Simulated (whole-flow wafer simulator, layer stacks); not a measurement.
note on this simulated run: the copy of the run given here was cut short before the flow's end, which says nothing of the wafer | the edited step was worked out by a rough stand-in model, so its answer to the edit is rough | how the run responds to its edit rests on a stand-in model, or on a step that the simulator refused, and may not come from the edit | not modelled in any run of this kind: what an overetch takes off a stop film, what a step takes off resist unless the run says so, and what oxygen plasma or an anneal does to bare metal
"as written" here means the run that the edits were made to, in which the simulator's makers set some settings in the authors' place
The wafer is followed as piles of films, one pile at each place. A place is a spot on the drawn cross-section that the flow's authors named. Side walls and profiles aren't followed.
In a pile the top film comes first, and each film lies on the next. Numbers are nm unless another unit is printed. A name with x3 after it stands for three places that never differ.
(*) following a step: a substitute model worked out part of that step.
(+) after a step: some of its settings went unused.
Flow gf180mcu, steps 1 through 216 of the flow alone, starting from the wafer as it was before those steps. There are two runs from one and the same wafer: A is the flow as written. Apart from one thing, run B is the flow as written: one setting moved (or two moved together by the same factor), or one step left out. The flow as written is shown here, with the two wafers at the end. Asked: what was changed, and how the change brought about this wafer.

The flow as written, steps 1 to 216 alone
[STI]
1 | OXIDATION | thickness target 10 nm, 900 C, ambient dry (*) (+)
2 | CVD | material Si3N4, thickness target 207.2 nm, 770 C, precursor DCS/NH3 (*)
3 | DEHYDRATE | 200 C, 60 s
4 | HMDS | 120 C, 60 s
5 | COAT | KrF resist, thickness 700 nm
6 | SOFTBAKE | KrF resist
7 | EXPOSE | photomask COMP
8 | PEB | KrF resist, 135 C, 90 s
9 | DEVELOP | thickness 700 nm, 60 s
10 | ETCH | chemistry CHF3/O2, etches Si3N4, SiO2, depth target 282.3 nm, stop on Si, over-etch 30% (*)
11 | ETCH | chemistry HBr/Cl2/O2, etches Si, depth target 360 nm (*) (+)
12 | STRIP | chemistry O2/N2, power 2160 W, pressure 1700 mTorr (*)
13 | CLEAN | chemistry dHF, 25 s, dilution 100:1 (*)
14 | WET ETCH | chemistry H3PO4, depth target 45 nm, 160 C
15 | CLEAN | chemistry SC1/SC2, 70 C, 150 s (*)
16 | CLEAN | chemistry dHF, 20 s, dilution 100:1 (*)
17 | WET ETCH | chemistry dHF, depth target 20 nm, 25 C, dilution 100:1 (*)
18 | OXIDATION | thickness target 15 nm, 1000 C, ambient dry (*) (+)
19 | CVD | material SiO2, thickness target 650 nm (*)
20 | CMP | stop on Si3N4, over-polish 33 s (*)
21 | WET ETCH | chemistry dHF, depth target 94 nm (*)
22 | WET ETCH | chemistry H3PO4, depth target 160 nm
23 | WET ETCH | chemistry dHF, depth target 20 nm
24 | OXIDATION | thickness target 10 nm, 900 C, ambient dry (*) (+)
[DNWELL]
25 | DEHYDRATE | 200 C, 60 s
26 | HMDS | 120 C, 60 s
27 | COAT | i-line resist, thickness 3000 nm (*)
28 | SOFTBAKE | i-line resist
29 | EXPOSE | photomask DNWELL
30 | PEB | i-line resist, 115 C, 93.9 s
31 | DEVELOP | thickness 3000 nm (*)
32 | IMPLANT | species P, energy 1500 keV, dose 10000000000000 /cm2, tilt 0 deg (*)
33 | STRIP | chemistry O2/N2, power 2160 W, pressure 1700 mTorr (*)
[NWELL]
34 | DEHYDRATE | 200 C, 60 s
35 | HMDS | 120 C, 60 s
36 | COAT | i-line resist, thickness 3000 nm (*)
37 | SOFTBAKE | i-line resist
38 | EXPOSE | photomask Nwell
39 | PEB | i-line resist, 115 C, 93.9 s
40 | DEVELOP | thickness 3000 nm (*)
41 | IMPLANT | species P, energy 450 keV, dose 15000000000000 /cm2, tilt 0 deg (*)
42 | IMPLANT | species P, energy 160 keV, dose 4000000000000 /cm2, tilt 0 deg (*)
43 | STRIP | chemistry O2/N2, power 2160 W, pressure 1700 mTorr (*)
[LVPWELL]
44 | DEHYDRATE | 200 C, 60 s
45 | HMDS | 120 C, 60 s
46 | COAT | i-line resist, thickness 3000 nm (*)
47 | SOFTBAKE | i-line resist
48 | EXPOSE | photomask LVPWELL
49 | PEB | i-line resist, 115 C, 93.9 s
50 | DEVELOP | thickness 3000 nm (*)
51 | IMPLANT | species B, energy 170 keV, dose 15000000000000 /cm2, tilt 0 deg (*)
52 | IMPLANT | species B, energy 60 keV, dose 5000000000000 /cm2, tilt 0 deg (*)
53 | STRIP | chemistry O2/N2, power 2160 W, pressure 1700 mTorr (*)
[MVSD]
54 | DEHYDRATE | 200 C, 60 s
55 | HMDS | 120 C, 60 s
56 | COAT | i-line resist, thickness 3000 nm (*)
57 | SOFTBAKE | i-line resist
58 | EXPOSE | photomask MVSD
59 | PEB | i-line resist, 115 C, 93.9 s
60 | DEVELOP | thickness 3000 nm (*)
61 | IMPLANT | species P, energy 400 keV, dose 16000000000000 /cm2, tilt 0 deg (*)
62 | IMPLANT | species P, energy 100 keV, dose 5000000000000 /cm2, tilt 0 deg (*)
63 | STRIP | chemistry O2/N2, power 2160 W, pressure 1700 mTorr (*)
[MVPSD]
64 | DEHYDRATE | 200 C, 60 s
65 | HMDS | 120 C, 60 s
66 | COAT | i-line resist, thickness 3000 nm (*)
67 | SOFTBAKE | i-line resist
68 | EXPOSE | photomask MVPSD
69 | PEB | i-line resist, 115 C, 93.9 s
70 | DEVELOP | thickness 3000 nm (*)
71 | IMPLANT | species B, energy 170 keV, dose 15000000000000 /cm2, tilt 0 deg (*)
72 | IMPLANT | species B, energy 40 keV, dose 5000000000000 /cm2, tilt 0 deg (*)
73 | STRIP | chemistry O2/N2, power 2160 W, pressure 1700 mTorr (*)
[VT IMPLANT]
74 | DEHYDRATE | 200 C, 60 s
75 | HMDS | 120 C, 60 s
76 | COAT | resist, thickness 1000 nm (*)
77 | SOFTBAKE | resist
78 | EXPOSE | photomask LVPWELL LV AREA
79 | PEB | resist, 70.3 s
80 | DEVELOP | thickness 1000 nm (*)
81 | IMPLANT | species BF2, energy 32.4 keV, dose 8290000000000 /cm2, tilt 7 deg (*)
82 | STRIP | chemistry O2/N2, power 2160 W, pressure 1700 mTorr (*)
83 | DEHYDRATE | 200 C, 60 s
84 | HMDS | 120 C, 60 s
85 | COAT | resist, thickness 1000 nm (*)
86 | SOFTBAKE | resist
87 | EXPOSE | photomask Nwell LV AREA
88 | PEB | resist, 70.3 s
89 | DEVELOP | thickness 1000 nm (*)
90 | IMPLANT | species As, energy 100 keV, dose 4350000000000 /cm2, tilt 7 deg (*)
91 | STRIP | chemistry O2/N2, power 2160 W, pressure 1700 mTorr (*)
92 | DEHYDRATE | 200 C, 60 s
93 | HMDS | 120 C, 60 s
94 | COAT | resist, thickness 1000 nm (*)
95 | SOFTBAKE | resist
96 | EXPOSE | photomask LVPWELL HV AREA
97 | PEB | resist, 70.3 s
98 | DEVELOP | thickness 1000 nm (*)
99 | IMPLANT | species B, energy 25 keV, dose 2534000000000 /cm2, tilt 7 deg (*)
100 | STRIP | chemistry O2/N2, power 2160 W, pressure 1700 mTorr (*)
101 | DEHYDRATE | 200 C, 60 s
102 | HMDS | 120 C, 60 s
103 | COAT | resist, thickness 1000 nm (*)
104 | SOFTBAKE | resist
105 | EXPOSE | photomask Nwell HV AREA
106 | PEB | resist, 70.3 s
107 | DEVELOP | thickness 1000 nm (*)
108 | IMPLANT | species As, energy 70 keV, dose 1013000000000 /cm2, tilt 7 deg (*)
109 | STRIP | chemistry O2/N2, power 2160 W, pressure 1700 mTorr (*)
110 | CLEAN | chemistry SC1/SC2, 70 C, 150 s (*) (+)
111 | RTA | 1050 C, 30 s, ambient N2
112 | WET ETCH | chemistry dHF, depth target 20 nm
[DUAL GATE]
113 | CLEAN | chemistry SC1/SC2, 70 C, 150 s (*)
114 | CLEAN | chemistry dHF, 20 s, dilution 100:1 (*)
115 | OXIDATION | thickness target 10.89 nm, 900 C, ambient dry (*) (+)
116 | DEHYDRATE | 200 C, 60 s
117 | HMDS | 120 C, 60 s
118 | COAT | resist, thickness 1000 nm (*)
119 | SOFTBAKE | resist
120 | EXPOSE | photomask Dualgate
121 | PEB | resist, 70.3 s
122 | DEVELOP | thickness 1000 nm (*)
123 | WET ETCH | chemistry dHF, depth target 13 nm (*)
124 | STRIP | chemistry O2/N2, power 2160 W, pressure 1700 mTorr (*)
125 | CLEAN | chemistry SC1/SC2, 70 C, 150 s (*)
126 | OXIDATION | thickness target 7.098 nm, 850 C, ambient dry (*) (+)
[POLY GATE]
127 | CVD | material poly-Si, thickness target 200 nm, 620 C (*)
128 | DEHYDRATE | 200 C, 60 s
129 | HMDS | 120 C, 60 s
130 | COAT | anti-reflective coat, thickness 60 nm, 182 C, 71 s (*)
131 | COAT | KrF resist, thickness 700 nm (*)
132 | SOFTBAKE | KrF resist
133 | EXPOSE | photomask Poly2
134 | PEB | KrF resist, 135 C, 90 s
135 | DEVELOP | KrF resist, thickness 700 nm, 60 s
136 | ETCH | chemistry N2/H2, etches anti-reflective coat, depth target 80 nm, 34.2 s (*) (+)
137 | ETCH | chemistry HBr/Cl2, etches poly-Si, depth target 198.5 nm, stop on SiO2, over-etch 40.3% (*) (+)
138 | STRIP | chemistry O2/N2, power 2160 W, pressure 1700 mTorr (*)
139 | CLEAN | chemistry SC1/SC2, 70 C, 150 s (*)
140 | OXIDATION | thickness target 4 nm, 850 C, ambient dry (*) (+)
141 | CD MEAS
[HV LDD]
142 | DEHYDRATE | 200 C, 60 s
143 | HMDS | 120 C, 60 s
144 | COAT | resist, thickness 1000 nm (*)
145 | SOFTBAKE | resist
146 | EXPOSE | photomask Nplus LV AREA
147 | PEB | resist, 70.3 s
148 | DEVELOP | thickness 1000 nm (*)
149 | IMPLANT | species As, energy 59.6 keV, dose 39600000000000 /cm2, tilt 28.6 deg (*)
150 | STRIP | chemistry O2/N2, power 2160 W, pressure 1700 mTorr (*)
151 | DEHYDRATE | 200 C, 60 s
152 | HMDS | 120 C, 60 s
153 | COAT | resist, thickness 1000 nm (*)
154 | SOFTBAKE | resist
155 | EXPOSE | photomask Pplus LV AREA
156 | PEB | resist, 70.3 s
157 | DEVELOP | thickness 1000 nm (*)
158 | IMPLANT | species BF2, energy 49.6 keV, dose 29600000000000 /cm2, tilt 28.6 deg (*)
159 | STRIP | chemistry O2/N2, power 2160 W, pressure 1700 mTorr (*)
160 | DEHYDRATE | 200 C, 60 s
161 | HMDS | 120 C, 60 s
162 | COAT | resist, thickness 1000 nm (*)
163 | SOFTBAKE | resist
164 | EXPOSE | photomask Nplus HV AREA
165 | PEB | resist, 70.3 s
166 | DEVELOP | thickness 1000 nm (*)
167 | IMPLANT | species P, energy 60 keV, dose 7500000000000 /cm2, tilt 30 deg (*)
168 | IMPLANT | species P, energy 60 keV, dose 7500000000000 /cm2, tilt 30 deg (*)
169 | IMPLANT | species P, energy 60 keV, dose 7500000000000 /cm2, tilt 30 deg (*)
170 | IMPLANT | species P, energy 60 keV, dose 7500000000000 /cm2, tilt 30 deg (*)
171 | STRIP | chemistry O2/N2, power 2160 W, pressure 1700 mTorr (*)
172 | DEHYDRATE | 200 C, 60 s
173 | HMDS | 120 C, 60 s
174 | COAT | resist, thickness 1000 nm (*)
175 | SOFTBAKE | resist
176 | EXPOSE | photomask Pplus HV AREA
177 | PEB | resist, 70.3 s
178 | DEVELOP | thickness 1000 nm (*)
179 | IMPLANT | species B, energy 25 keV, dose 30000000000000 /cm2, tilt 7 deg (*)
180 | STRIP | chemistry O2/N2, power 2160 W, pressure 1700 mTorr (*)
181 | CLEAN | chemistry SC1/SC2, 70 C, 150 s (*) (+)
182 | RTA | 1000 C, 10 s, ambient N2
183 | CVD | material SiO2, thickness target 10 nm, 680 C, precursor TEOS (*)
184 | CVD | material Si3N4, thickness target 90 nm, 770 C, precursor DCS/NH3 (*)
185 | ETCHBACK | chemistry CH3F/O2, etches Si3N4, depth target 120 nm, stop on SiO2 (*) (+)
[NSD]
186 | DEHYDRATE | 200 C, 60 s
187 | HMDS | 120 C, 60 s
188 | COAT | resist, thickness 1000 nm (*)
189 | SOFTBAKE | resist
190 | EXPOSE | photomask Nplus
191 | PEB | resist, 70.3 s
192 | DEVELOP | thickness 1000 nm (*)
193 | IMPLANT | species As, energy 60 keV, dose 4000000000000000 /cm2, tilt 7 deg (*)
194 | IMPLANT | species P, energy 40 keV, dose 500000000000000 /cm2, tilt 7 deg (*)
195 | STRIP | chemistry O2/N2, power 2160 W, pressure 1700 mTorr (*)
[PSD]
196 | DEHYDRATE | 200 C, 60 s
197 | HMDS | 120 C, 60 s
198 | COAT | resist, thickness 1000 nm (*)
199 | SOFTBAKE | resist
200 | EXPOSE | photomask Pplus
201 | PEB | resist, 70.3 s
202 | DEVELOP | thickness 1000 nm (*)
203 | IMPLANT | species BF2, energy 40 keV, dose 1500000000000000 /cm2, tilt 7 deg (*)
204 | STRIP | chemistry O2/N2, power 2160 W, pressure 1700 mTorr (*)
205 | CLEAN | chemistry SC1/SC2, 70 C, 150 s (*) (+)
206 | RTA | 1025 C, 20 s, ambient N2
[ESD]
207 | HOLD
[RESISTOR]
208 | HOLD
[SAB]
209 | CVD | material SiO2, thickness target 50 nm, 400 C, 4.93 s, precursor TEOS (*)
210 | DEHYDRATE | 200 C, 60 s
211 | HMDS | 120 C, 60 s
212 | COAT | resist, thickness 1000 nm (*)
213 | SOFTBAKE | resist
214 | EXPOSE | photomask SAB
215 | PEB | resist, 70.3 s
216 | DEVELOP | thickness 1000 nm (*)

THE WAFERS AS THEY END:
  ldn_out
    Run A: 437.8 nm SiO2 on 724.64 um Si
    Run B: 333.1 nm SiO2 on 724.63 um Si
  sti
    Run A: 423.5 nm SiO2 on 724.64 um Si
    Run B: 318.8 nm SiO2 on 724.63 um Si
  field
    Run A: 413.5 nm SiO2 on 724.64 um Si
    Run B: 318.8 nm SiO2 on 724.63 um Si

What caused this: step 19, CVD: thickness target 406 nm was run, though the flow has thickness target 650 nm.

Step by step, how the change led to this:
  19 | CVD | material SiO2, thickness target 650 nm (*)
      active, n_well, p_well and 40 more: A SiO2 gains 650 (new film) | B SiO2 gains 406 (new film)
      field, field_sub, sti and 23 more: A SiO2 gains 650 | B SiO2 gains 406
      (and at 11 other places as well)
  20 | CMP | stop on Si3N4, over-polish 33 s (*)
      sti, mim_1p0 x3, iso_nw_fld and 9 more: A SiO2 loses 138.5 | B nothing
      nw_enc_fld, nw_enc_fld_lv: A SiO2 loses 142.5 | B nothing
      (and at 64 other places as well)
  27 | COAT | i-line resist, thickness 3000 nm (*)
      p_well, spacer, sd_n: A i-line resist gains 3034 (new film) | B i-line resist gains 2937.2 (new film)
      ldp_fp, ldp_dft: A i-line resist gains 2987.7 (new film) | B i-line resist gains 2920.3 (new film)
      (and at 29 other places as well)
  28 | SOFTBAKE | i-line resist
      field: A i-line resist gains 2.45 | B i-line resist loses 4.17
      field_sub: A i-line resist gains 1.87 | B i-line resist loses 3.57
      (and at 72 other places as well)
  30 | PEB | i-line resist, 115 C, 93.9 s
      iso_ptap_sub, ldn_tap, ldn_src, ldn_ch, ldn_acc, ldp_tap, ldp_src: A i-line resist loses 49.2 | B i-line resist loses 47.9
      n_well, gate_p, contact, ld_drn_p, ld_body_p_dnw, gate_p_hv: A i-line resist loses 49.1 | B i-line resist loses 48.1
      (and at 27 other places as well)
  31 | DEVELOP | thickness 3000 nm (*)
      ldp_tap: A i-line resist loses 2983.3 (all of it) | B i-line resist loses 2905.1 (all of it)
      ldp_sep: A i-line resist loses 2943.5 (all of it) | B i-line resist loses 2865.6 (all of it)
      (and at 6 other places as well)
  33 | STRIP | chemistry O2/N2, power 2160 W, pressure 1700 mTorr (*)
      p_well, spacer, sd_n: A i-line resist loses 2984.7 (all of it) | B i-line resist loses 2889.5 (all of it)
      iso_ntap_nw, vpnp_e: A i-line resist loses 2984.6 (all of it) | B i-line resist loses 2892.7 (all of it)
      (and at 23 other places as well)
  36 | COAT | i-line resist, thickness 3000 nm (*)
      p_well, spacer, sd_n: A i-line resist gains 3034 (new film) | B i-line resist gains 2937.2 (new film)
      ldp_fp, ldp_dft: A i-line resist gains 2987.7 (new film) | B i-line resist gains 2920.3 (new film)
      (and at 29 other places as well)
  37 | SOFTBAKE | i-line resist
      field: A i-line resist gains 2.45 | B i-line resist loses 4.17
      field_sub: A i-line resist gains 1.87 | B i-line resist loses 3.57
      (and at 72 other places as well)
  39 | PEB | i-line resist, 115 C, 93.9 s
      iso_ptap_sub, ldn_tap, ldn_src, ldn_ch, ldn_acc, ldp_tap, ldp_src: A i-line resist loses 49.2 | B i-line resist loses 47.9
      n_well, gate_p, contact, ld_drn_p, ld_body_p_dnw, gate_p_hv: A i-line resist loses 49.1 | B i-line resist loses 48.1
      (and at 27 other places as well)
  40 | DEVELOP | thickness 3000 nm (*)
      iso_ntap_nw, vpnp_e: A i-line resist loses 2984.6 (all of it) | B i-line resist loses 2892.7 (all of it)
      sd_p_hv: A i-line resist loses 2974 (all of it) | B i-line resist loses 2901.1 (all of it)
      (and at 7 other places as well)
  43 | STRIP | chemistry O2/N2, power 2160 W, pressure 1700 mTorr (*)
      p_well, spacer, sd_n: A i-line resist loses 2984.7 (all of it) | B i-line resist loses 2889.5 (all of it)
      active: A i-line resist loses 2975.7 (all of it) | B i-line resist loses 2907.5 (all of it)
      (and at 22 other places as well)
  46 | COAT | i-line resist, thickness 3000 nm (*)
      p_well, spacer, sd_n: A i-line resist gains 3034 (new film) | B i-line resist gains 2937.2 (new film)
      ldp_fp, ldp_dft: A i-line resist gains 2987.7 (new film) | B i-line resist gains 2920.3 (new film)
      (and at 29 other places as well)
  47 | SOFTBAKE | i-line resist
      field: A i-line resist gains 2.45 | B i-line resist loses 4.17
      field_sub: A i-line resist gains 1.87 | B i-line resist loses 3.57
      (and at 72 other places as well)
  49 | PEB | i-line resist, 115 C, 93.9 s
      iso_ptap_sub, ldn_tap, ldn_src, ldn_ch, ldn_acc, ldp_tap, ldp_src: A i-line resist loses 49.2 | B i-line resist loses 47.9
      n_well, gate_p, contact, ld_drn_p, ld_body_p_dnw, gate_p_hv: A i-line resist loses 49.1 | B i-line resist loses 48.1
      (and at 27 other places as well)
  50 | DEVELOP | thickness 3000 nm (*)
      p_well, spacer, sd_n: A i-line resist loses 2984.7 (all of it) | B i-line resist loses 2889.5 (all of it)
      active: A i-line resist loses 2975.7 (all of it) | B i-line resist loses 2907.6 (all of it)
      (and at 12 other places as well)
  ... 77 further steps ...
  216 | DEVELOP | thickness 1000 nm (*)
      p_well, sd_n: A resist loses 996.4 (all of it) | B resist loses 900.4 (all of it)
      field__w1: A resist loses 1017.5 (all of it) | B resist loses 1066.8 (all of it)
      (and at 79 other places as well)
